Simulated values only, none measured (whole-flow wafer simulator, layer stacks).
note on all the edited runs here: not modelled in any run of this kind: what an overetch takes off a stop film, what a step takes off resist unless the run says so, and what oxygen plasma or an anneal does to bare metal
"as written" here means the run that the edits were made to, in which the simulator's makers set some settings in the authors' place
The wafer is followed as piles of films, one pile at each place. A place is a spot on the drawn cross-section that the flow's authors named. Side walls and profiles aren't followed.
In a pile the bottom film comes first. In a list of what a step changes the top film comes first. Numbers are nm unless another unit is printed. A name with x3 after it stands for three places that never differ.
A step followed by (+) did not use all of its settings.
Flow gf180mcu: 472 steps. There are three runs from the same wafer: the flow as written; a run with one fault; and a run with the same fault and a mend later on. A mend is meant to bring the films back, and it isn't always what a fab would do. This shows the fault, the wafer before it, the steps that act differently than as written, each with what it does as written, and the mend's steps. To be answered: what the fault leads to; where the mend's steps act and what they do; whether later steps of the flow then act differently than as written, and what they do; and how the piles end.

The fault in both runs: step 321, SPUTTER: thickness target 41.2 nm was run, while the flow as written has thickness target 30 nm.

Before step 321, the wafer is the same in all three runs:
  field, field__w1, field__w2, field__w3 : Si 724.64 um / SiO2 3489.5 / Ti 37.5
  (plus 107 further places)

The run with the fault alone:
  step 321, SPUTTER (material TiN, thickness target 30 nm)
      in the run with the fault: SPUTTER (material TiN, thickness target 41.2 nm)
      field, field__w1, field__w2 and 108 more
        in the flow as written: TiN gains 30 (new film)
        in the run with the fault: TiN gains 41.2 (new film)
  Later steps of the flow acting differently than as written:
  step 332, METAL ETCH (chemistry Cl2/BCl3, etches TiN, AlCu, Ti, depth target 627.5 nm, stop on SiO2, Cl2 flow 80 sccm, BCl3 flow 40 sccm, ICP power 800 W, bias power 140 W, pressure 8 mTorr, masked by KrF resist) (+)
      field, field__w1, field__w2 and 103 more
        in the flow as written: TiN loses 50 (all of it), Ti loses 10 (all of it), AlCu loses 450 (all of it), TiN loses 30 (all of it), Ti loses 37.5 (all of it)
        in the run with the fault: TiN loses 50 (all of it), Ti loses 10 (all of it), AlCu loses 450 (all of it), TiN loses 41.2 (all of it), Ti loses 37.5 (all of it)
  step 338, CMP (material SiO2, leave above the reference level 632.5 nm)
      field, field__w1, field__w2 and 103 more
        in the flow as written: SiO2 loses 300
        in the run with the fault: SiO2 loses 288.8
  By the end, the piles at field__w8, contact, m1, m1__w1, m1_nw depart from the flow's by more than 2% or 0.5 nm, whichever is larger.
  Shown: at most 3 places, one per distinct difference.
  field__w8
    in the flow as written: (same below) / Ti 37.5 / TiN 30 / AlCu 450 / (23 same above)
    in the run with the fault: (same below) / Ti 37.5 / TiN 41.2 / AlCu 450 / (23 same above)
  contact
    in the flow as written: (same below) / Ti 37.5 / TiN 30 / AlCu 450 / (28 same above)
    in the run with the fault: (same below) / Ti 37.5 / TiN 41.2 / AlCu 450 / (28 same above)

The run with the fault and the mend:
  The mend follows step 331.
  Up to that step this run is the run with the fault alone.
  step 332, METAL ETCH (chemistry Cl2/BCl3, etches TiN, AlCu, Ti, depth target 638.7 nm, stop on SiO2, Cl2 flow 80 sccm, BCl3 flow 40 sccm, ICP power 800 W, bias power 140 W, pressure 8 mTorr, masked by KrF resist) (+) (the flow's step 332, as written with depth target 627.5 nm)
      field, field__w1, field__w2 and 103 more
        TiN loses 50 (all of it), Ti loses 10 (all of it), AlCu loses 450 (all of it), TiN loses 41.2 (all of it), Ti loses 37.5 (all of it)
      field__w8, contact, m1, m1__w1, m1_nw
        KrF resist loses 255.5
  Later steps of the flow acting differently than as written (1 other step is not shown; it differs only slightly, by no more than 2% or 0.5 nm, whichever is larger):
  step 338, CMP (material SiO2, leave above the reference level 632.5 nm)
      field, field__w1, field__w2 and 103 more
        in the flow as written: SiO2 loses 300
        in the run with the mend: SiO2 loses 288.8
  By the end, the piles at field__w8, contact, m1, m1__w1, m1_nw depart from the flow's by more than 2% or 0.5 nm, whichever is larger.
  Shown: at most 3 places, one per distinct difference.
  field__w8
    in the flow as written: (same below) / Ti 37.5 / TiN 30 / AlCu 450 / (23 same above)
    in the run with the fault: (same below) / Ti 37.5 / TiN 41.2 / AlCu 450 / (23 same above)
    in the run with the mend: (same below) / Ti 37.5 / TiN 41.2 / AlCu 450 / (23 same above)
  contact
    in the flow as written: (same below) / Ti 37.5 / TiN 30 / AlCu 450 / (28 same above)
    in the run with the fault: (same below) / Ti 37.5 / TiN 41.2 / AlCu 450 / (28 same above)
    in the run with the mend: (same below) / Ti 37.5 / TiN 41.2 / AlCu 450 / (28 same above)
